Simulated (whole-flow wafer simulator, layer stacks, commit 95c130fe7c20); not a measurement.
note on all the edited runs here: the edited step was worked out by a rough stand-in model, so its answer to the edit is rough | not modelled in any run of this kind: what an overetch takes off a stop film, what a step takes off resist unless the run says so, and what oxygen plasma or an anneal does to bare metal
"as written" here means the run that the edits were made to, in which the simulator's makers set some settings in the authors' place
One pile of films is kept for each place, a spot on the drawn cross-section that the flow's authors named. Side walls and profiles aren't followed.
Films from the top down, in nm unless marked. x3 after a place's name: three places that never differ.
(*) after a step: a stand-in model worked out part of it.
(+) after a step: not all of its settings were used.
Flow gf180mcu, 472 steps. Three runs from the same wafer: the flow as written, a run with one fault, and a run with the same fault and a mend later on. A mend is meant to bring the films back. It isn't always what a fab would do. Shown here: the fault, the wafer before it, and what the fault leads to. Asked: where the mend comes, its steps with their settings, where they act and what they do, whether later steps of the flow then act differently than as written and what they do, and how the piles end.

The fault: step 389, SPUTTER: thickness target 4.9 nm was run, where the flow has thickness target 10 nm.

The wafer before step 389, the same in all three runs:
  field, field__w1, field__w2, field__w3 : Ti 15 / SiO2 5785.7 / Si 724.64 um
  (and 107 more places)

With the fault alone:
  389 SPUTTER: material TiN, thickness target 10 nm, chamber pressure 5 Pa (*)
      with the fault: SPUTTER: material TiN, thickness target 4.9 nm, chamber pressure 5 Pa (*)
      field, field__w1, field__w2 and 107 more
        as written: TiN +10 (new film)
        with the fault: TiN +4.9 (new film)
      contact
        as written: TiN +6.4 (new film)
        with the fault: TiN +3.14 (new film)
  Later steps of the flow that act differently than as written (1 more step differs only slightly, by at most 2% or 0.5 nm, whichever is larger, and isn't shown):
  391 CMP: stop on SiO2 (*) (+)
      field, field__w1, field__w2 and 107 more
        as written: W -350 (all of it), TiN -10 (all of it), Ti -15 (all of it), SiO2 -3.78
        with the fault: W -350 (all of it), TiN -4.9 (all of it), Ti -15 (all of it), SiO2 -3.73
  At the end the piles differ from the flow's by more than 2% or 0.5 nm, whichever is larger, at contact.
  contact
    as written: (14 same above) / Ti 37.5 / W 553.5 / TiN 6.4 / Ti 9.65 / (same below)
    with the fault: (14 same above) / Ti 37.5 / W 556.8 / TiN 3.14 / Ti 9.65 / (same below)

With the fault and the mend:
  The mend comes after step 389.
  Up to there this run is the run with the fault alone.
  389a SPUTTER: material TiN, thickness target 5.1 nm, chamber pressure 5 Pa (*) (the flow's step 389 once more, with other settings)
      field, field__w1, field__w2 and 107 more
        TiN +5.1
      contact
        TiN +3.26
  No later step of the flow acts differently than as written at any place that is followed.
  At the end the piles are the same as the flow's at every place that both follow.
